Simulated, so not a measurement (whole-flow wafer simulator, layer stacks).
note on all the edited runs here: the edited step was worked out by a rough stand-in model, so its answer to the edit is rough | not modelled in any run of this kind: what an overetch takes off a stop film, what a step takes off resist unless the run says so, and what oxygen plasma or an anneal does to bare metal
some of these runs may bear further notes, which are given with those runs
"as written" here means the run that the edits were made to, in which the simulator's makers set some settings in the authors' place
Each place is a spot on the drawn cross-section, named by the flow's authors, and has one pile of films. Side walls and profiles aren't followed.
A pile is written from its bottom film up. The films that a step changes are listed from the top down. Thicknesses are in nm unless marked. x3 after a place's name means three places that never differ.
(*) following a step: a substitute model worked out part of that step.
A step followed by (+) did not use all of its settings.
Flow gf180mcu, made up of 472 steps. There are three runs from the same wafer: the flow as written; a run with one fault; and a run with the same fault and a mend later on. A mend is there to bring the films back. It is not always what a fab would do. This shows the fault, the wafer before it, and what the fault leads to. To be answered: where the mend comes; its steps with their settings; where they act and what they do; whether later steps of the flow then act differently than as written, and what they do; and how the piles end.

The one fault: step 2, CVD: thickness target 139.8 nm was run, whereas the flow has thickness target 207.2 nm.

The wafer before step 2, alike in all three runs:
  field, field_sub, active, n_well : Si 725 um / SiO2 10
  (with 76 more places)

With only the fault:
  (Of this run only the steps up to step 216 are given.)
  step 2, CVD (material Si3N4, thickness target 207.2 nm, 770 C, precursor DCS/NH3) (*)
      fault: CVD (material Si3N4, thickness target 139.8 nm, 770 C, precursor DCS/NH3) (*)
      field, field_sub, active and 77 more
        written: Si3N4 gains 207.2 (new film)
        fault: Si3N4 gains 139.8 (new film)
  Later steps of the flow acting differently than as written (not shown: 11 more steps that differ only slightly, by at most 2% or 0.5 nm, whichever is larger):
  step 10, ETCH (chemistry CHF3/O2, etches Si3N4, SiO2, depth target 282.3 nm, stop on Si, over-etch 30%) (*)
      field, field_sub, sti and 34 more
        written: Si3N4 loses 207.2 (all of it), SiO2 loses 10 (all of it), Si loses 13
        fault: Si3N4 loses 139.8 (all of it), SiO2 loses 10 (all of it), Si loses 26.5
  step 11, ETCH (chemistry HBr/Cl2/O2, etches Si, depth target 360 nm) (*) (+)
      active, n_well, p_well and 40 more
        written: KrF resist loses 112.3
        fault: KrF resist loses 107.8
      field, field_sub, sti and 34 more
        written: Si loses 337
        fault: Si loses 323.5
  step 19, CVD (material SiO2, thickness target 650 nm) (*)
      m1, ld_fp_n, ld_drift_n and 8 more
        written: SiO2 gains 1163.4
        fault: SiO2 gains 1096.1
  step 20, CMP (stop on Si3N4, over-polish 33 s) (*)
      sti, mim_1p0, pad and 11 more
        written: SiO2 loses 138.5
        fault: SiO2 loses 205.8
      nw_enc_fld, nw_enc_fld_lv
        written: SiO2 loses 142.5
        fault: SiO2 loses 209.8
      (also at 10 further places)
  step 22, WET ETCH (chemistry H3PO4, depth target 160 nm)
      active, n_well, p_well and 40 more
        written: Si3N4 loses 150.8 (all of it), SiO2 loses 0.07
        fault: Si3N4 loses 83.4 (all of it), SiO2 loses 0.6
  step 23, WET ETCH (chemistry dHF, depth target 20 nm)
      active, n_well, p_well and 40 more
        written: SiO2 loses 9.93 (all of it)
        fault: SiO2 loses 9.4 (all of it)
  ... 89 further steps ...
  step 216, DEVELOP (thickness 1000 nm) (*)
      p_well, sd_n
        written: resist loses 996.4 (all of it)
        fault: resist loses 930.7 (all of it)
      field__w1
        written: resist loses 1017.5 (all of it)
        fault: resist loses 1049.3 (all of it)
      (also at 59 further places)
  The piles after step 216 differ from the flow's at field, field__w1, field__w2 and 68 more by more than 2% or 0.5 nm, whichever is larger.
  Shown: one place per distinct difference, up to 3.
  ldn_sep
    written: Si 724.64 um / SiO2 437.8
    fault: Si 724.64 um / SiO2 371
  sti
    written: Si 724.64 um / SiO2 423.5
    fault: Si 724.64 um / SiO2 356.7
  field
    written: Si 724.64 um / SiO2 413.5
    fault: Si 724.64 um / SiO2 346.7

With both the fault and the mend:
  The mend follows step 2.
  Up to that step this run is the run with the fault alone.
  step 2a, CVD (material Si3N4, thickness target 67.33 nm, 770 C, precursor DCS/NH3) (*) (the flow's step 2 again, with other settings)
      field, field_sub, active and 77 more
        Si3N4 gains 67.3
  Every later step of the flow that is run acts as written at every place that is followed.
  The piles end the same as the flow's at every place that both follow.
